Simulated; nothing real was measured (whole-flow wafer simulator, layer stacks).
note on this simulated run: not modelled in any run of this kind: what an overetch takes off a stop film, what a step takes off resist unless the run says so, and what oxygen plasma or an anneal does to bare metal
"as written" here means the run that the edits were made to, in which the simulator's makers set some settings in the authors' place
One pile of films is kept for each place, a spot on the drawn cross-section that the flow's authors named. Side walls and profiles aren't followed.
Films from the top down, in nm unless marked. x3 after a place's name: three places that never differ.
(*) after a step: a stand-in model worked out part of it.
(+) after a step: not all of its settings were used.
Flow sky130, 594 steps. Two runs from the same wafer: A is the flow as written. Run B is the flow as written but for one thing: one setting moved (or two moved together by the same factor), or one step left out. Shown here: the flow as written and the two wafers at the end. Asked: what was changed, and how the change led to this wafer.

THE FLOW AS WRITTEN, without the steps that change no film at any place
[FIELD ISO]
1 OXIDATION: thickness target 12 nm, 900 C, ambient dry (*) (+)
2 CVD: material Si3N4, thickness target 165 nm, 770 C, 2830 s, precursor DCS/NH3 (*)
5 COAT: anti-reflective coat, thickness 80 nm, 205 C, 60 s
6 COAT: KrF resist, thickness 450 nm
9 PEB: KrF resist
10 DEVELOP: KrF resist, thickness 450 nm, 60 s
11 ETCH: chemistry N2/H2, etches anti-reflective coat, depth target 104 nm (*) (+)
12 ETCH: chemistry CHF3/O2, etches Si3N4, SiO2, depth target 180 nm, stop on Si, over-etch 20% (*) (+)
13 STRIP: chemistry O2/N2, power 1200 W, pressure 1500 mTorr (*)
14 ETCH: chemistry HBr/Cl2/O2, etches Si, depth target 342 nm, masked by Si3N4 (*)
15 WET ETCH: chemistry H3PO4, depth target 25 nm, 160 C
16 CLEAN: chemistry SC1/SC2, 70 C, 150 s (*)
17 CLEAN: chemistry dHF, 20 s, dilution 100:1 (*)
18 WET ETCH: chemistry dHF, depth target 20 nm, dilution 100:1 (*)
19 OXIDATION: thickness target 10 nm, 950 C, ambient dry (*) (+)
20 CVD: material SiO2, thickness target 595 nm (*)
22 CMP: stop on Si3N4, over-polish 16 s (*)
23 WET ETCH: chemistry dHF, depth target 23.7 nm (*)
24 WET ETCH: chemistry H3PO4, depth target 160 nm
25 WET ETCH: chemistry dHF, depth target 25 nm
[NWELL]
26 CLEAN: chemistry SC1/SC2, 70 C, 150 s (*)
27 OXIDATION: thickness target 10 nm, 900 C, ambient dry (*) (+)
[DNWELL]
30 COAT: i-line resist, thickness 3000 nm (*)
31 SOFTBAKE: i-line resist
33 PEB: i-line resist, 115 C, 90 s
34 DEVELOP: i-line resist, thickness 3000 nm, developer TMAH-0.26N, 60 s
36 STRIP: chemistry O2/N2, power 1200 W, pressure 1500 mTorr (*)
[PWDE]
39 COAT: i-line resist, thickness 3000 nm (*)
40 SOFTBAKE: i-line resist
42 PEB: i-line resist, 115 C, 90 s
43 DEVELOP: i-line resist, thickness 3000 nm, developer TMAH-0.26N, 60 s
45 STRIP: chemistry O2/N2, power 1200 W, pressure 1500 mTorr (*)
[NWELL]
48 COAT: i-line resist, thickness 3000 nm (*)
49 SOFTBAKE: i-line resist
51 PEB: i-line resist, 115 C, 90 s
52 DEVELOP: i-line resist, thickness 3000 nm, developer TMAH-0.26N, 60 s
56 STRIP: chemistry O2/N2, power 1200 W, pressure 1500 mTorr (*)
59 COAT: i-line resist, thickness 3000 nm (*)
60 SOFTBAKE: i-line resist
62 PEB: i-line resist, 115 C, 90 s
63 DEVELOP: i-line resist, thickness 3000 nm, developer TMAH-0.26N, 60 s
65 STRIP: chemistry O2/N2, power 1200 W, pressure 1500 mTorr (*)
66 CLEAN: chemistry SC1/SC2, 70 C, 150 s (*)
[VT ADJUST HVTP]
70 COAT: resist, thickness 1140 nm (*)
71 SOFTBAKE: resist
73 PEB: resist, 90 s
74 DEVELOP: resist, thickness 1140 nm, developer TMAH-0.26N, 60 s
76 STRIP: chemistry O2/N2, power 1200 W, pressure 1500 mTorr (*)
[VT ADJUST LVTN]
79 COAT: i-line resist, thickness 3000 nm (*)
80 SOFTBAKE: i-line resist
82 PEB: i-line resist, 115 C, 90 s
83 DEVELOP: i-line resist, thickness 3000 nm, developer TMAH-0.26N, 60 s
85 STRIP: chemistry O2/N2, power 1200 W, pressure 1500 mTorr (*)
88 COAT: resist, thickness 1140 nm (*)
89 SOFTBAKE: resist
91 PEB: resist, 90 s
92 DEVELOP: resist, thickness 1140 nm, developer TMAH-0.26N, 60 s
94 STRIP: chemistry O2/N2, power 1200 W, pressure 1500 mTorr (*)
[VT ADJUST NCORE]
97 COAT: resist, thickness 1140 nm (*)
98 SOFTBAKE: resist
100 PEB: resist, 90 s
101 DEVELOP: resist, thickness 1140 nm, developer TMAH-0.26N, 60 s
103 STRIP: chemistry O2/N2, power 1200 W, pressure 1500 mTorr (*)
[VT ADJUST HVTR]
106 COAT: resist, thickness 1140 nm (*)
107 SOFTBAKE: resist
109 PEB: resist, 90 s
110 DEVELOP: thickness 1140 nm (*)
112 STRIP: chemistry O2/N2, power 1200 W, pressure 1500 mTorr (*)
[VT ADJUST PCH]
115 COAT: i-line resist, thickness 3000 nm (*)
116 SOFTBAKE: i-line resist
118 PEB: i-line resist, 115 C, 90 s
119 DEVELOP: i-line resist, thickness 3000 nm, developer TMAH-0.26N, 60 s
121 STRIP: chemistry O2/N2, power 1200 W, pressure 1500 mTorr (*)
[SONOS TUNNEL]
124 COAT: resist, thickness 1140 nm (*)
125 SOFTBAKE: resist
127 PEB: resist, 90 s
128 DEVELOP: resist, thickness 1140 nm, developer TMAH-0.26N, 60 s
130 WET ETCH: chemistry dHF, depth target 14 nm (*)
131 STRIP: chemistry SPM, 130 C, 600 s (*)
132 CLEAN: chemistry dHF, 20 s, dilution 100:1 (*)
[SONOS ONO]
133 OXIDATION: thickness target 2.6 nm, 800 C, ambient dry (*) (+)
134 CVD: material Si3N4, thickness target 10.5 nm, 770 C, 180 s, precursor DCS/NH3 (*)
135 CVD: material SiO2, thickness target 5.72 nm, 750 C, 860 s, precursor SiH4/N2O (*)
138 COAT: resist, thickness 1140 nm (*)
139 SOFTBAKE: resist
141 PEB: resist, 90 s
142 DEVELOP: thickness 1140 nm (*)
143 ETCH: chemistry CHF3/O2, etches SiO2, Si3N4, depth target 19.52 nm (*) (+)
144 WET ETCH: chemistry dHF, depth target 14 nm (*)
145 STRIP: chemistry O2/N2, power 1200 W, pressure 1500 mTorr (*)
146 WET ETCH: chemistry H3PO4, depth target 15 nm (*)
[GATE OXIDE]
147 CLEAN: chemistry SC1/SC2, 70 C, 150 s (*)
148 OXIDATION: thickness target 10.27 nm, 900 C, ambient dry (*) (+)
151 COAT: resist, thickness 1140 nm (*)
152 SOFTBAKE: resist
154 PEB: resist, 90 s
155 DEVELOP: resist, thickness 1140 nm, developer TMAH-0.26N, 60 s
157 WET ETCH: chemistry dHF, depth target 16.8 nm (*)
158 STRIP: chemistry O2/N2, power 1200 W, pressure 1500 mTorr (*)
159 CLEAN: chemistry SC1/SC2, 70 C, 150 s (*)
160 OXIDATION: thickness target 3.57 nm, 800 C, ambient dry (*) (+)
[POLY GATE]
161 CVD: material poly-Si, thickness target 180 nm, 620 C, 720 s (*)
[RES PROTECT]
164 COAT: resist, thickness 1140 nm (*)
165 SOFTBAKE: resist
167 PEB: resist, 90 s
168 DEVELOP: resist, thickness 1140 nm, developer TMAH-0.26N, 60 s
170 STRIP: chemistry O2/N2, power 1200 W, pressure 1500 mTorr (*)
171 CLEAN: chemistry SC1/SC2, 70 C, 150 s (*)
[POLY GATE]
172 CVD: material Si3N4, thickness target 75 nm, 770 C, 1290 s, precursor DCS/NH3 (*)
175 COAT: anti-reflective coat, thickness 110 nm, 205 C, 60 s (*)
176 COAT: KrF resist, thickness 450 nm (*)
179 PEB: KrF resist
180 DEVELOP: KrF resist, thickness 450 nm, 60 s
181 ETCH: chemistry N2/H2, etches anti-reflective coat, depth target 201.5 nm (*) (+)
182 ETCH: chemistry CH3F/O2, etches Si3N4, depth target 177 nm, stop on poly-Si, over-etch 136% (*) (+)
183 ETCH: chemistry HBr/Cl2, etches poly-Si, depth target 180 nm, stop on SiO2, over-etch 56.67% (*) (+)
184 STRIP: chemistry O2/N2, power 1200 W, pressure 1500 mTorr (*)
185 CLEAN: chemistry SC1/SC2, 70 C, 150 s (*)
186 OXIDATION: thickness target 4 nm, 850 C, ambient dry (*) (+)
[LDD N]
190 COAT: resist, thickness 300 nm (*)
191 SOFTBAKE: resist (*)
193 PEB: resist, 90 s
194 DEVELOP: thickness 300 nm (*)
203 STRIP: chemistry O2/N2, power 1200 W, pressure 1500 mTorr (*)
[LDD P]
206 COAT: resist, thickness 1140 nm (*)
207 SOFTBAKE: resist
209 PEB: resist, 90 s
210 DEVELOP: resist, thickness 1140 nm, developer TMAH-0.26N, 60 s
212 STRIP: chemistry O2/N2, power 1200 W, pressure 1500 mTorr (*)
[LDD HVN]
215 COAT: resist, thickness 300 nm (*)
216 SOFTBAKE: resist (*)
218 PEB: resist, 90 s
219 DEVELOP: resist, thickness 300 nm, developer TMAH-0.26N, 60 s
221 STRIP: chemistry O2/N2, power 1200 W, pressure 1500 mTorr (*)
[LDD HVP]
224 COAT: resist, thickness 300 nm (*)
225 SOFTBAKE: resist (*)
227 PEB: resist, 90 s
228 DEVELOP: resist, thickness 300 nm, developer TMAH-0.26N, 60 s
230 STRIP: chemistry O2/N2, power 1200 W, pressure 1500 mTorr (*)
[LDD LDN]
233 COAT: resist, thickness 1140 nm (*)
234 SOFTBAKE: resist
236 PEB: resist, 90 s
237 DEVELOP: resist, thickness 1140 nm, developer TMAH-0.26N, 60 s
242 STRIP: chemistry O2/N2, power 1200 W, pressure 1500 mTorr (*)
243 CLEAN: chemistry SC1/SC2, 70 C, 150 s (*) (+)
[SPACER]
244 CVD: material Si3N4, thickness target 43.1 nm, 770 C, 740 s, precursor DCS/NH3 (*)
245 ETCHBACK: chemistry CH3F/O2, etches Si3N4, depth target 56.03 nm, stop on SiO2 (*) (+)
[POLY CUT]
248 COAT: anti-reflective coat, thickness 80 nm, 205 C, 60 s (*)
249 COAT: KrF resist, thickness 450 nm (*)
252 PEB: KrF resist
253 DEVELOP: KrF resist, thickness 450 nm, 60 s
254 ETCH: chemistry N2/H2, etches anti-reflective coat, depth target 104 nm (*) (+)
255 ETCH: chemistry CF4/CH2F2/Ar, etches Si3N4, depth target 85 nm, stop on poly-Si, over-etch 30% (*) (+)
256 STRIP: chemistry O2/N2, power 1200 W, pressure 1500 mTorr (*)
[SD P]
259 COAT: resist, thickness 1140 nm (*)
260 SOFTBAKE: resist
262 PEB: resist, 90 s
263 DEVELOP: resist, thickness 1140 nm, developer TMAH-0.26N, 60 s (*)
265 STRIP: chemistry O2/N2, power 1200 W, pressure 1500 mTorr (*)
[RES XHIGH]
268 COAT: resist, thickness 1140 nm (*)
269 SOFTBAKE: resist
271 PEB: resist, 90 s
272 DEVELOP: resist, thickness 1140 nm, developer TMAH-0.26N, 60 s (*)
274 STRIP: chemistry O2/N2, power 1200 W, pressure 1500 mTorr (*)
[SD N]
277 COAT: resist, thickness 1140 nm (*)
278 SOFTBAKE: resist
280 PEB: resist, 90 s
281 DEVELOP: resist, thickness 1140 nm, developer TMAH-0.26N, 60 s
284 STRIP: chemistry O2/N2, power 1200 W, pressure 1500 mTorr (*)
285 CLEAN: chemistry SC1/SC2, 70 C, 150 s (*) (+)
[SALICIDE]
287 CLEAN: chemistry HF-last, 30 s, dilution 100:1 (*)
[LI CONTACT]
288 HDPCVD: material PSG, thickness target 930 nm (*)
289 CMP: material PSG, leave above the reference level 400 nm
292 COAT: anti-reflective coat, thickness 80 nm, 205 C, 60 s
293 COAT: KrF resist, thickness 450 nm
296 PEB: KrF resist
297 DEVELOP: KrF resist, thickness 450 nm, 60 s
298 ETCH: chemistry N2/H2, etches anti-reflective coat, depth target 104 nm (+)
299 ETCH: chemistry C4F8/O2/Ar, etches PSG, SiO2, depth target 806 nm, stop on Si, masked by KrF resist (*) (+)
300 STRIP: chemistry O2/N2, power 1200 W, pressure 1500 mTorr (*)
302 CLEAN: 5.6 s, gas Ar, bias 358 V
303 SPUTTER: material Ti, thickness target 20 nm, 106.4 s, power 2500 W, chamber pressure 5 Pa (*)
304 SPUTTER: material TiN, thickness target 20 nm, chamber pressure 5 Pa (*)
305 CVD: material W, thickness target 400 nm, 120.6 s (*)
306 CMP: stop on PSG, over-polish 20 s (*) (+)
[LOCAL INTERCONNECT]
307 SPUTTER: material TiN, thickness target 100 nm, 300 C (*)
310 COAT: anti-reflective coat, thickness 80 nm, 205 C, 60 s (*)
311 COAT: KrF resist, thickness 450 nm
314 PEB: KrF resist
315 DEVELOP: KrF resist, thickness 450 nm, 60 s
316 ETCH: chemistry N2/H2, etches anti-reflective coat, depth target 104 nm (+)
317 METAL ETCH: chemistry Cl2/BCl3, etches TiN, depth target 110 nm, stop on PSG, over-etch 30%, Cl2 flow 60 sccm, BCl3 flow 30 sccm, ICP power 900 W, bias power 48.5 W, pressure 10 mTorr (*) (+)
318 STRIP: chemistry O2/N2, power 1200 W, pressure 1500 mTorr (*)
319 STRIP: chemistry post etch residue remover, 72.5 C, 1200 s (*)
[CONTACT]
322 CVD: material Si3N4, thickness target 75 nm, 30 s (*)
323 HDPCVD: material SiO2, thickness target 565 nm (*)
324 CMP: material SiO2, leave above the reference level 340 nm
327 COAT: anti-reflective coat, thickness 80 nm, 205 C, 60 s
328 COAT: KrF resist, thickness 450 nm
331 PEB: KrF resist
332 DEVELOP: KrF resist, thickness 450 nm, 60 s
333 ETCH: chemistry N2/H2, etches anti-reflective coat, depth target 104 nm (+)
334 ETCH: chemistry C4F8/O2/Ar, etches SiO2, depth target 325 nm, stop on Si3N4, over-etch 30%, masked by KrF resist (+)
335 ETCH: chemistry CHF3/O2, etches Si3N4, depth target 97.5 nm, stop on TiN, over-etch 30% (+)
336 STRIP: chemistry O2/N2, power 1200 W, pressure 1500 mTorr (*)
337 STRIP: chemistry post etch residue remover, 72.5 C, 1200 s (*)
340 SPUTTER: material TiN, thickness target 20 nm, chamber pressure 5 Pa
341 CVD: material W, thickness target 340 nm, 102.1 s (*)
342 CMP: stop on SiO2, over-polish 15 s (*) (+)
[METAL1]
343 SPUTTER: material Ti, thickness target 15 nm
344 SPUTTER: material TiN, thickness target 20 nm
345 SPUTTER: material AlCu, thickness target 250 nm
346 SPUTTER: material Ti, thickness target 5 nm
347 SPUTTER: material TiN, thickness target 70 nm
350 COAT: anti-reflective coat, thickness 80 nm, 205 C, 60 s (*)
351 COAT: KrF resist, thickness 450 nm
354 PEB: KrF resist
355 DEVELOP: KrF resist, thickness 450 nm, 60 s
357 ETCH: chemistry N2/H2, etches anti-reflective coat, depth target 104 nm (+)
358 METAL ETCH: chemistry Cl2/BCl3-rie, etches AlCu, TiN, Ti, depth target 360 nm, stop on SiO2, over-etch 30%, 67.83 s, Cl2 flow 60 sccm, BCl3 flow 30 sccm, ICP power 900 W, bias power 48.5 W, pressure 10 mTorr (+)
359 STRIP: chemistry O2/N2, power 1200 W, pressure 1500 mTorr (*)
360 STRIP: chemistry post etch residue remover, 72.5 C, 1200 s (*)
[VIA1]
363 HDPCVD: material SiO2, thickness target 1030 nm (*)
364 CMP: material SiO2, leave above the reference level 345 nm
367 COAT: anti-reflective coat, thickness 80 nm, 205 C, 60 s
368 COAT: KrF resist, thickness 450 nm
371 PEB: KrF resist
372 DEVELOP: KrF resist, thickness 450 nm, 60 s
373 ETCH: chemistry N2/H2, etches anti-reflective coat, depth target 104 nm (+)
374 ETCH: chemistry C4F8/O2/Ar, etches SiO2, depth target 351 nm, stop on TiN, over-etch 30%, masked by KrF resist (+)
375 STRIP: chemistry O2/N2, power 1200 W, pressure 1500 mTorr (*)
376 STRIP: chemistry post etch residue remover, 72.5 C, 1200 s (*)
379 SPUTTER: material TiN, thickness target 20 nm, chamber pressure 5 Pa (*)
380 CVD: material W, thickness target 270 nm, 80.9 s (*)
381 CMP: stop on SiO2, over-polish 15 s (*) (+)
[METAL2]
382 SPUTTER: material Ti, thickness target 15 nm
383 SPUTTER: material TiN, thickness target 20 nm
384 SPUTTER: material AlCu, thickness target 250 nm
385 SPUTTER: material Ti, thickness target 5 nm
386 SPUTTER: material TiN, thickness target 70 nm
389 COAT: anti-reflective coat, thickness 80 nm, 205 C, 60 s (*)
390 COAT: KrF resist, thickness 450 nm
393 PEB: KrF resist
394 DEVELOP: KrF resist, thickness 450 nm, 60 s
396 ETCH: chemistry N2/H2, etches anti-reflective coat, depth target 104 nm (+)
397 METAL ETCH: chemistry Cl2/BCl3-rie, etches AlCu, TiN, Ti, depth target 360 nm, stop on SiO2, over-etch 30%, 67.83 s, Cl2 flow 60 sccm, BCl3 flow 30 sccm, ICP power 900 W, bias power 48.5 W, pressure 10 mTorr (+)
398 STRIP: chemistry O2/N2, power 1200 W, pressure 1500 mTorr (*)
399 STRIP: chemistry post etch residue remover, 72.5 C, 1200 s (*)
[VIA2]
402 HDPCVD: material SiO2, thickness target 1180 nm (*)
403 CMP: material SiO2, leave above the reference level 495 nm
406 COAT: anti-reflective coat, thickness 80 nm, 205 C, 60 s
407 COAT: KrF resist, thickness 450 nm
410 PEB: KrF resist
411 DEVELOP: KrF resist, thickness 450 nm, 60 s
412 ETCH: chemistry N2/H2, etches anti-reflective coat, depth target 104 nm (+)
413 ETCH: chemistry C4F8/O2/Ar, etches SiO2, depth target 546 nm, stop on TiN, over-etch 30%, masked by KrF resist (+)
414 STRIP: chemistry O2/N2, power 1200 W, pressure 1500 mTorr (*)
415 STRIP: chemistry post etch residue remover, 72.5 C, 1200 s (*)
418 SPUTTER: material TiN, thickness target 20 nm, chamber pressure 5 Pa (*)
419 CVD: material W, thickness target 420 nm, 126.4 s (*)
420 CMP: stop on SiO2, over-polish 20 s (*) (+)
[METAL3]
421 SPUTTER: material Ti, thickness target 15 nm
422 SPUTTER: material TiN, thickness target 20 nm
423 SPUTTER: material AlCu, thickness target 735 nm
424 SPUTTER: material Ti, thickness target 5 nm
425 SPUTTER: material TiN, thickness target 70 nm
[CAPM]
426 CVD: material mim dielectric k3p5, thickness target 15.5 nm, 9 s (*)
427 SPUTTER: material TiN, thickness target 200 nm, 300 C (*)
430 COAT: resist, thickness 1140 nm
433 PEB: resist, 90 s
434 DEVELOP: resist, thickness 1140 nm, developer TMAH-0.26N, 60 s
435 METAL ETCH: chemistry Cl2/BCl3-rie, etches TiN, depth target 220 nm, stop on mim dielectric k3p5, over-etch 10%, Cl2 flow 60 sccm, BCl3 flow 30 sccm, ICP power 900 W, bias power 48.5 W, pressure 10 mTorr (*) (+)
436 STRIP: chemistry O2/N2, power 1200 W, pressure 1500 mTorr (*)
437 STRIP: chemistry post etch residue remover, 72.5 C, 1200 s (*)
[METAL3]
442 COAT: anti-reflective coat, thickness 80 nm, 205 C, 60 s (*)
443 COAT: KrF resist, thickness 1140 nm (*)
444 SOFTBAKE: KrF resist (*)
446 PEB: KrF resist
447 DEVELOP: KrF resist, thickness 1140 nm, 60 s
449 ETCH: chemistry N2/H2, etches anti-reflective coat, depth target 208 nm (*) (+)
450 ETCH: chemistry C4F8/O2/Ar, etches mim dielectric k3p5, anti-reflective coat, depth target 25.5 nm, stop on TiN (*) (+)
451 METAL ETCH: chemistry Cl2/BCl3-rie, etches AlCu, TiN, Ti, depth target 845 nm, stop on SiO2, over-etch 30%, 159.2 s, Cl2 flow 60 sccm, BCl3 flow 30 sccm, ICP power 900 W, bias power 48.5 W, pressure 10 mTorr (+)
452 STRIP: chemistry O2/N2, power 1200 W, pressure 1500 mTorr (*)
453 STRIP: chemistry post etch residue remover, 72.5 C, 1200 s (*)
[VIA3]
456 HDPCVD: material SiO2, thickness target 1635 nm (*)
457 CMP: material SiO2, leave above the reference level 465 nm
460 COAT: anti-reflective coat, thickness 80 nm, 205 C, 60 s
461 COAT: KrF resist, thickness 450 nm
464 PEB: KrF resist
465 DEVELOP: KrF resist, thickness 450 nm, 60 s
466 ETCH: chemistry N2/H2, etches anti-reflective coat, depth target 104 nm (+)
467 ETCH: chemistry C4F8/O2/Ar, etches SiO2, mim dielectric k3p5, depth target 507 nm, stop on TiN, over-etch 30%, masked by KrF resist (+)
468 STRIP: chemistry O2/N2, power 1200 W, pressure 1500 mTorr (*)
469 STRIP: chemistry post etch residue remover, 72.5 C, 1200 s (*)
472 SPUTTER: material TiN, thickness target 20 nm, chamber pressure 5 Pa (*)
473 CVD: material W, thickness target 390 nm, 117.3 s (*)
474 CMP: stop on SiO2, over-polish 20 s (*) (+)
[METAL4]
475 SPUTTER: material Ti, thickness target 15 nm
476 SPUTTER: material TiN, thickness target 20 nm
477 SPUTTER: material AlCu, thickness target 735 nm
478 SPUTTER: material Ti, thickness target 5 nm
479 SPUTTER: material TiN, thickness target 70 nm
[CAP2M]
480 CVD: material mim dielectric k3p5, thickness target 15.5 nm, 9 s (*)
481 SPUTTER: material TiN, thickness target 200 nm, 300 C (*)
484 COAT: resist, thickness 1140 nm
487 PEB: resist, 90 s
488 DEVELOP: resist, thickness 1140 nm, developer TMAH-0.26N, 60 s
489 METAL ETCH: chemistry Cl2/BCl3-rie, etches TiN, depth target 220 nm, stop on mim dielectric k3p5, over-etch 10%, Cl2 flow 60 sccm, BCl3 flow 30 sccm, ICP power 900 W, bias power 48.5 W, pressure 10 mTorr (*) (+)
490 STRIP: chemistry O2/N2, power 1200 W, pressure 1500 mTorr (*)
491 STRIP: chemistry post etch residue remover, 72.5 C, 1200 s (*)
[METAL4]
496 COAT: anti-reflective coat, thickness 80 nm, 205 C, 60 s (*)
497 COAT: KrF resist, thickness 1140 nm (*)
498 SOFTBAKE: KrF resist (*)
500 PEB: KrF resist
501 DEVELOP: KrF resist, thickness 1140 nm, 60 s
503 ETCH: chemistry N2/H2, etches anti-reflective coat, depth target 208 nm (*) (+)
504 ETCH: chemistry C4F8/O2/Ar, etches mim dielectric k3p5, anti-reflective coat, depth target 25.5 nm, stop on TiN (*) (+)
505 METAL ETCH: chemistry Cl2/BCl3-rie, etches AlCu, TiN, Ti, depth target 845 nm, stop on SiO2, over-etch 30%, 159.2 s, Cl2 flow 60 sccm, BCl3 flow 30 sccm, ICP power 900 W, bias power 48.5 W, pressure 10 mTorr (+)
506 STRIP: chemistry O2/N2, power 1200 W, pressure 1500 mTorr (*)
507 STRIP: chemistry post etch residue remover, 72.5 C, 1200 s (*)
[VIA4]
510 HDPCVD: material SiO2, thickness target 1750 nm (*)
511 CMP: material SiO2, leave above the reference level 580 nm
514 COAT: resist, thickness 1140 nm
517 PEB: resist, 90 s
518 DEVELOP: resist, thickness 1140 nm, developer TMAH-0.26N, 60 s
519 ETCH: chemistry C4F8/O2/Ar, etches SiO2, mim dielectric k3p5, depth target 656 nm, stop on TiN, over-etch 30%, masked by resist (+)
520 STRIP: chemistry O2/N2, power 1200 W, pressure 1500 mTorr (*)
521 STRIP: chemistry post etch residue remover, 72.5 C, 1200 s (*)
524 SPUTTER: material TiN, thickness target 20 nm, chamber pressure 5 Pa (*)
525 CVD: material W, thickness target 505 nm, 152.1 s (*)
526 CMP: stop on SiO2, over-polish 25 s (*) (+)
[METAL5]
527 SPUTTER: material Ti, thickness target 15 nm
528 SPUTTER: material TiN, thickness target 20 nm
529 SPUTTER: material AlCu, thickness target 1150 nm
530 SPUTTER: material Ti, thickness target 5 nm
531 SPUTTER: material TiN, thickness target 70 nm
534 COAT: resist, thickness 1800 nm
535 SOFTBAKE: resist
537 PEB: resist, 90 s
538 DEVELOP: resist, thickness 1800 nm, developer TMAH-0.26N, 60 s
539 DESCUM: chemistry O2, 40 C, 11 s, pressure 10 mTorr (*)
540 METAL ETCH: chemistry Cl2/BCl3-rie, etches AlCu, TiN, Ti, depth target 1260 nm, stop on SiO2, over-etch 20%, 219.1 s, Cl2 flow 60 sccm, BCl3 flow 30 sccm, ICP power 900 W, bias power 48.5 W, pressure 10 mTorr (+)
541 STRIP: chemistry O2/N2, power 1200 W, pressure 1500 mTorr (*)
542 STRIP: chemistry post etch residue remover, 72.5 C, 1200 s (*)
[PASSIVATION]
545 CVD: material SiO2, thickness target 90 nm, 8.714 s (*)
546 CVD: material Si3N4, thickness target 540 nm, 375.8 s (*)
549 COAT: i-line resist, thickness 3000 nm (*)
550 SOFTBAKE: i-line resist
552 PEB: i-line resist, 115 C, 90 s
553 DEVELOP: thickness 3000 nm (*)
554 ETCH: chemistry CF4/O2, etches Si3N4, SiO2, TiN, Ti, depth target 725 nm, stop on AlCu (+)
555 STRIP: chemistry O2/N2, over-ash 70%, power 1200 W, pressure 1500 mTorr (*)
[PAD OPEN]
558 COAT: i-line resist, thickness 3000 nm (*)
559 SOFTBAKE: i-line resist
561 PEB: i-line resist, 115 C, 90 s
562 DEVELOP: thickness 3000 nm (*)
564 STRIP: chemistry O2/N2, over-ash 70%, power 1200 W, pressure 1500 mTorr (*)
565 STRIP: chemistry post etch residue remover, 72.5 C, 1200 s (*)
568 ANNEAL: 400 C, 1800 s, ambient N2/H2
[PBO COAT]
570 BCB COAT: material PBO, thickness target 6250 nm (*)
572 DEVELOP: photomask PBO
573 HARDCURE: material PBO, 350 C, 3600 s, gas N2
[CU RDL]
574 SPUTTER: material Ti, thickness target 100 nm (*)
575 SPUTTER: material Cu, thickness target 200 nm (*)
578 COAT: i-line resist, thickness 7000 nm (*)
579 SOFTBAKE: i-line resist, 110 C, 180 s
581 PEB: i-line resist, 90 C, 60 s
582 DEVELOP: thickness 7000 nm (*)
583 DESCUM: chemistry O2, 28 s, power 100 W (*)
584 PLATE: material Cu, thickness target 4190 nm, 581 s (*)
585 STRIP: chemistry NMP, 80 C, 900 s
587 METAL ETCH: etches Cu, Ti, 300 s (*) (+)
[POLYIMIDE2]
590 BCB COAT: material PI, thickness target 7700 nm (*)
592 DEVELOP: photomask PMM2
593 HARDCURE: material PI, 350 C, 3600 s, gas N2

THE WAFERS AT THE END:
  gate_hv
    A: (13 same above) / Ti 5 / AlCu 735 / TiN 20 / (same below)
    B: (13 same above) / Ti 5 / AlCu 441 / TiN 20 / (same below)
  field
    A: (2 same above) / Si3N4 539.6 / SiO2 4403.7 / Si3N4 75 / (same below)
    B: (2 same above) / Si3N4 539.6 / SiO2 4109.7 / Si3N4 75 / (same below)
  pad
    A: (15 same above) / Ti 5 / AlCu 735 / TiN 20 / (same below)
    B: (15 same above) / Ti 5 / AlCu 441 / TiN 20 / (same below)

The cause: step 423, SPUTTER: thickness target 441 nm was run, where the flow has thickness target 735 nm.
It can be read off the wafer: gate_hv has AlCu 441, and step 423 as written asks for 735 nm.

How the change led to this, step by step:
  423 SPUTTER: material AlCu, thickness target 735 nm
      field, active, n_well and 188 more: A AlCu +735 (new film) | B AlCu +441 (new film)
  451 METAL ETCH: chemistry Cl2/BCl3-rie, etches AlCu, TiN, Ti, depth target 845 nm, stop on SiO2, over-etch 30%, 159.2 s, Cl2 flow 60 sccm, BCl3 flow 30 sccm, ICP power 900 W, bias power 48.5 W, pressure 10 mTorr (+)
      field, active, gate and 69 more: A TiN -70 (all of it), Ti -5 (all of it), AlCu -735 (all of it), TiN -20 (all of it), Ti -15 (all of it), SiO2 -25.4 | B TiN -70 (all of it), Ti -5 (all of it), AlCu -441 (all of it), TiN -20 (all of it), Ti -15 (all of it), SiO2 -54.8
      vpp_ln, vpp_iso2, ndiff_ln and 10 more: A TiN -70 (all of it), Ti -5 (all of it), AlCu -735 (all of it), TiN -20 (all of it), Ti -15 (all of it), SiO2 -25.3 | B TiN -70 (all of it), Ti -5 (all of it), AlCu -441 (all of it), TiN -20 (all of it), Ti -15 (all of it), SiO2 -54.8
  457 CMP: material SiO2, leave above the reference level 465 nm
      field, active, gate and 80 more: A SiO2 -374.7 | B SiO2 -639.2
      poly_licon, rpo_hd_licon: A SiO2 -374.7 | B SiO2 -639.3
